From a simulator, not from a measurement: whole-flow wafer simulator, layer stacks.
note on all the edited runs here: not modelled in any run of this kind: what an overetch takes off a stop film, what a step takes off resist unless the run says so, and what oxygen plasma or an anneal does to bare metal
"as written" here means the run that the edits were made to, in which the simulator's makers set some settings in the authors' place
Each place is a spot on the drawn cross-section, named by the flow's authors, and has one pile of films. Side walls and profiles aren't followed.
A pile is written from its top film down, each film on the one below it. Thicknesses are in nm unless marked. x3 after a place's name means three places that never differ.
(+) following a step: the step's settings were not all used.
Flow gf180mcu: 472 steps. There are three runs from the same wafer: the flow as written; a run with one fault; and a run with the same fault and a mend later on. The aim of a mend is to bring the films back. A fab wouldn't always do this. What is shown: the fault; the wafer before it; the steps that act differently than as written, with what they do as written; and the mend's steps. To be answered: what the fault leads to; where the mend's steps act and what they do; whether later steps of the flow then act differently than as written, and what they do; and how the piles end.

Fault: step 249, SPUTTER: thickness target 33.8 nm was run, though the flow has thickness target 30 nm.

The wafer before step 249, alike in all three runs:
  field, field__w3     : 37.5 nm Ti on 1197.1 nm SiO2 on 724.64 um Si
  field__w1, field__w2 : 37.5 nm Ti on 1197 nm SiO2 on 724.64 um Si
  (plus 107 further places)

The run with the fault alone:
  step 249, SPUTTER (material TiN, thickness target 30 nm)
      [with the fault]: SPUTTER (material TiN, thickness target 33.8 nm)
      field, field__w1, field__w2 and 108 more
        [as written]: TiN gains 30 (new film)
        [with the fault]: TiN gains 33.8 (new film)
  Steps later in the flow that act otherwise than as written (1 other step is not shown; it differs only slightly, by no more than 2% or 0.5 nm, whichever is larger):
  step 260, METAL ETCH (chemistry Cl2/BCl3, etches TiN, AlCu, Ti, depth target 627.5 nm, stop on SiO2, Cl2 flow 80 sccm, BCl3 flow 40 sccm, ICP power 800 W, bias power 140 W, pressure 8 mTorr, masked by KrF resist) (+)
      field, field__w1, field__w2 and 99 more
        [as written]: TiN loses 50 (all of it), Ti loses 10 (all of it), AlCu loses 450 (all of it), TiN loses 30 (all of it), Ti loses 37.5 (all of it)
        [with the fault]: TiN loses 50 (all of it), Ti loses 10 (all of it), AlCu loses 450 (all of it), TiN loses 33.8 (all of it), Ti loses 37.5 (all of it)
  At field__w8, contact, m1 and 6 more, the piles at the end differ from the flow's by more than 2% or 0.5 nm, whichever is larger.
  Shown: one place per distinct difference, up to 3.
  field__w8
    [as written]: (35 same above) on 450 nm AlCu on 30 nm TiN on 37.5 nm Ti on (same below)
    [with the fault]: (35 same above) on 450 nm AlCu on 33.8 nm TiN on 37.5 nm Ti on (same below)
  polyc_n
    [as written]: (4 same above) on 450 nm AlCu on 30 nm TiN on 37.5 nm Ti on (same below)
    [with the fault]: (4 same above) on 450 nm AlCu on 33.8 nm TiN on 37.5 nm Ti on (same below)
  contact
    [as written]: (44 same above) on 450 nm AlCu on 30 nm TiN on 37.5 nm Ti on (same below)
    [with the fault]: (44 same above) on 450 nm AlCu on 33.8 nm TiN on 37.5 nm Ti on (same below)

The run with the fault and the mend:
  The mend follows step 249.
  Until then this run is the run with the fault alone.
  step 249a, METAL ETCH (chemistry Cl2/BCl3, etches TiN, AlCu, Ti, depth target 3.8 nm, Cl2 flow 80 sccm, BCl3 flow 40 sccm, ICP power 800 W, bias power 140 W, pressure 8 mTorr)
      field, field__w1, field__w2 and 108 more
        TiN loses 3.8
  Every later step of the flow that is run acts as written at every place that is followed.
  At every place that both follow, the piles at the end match the flow's.
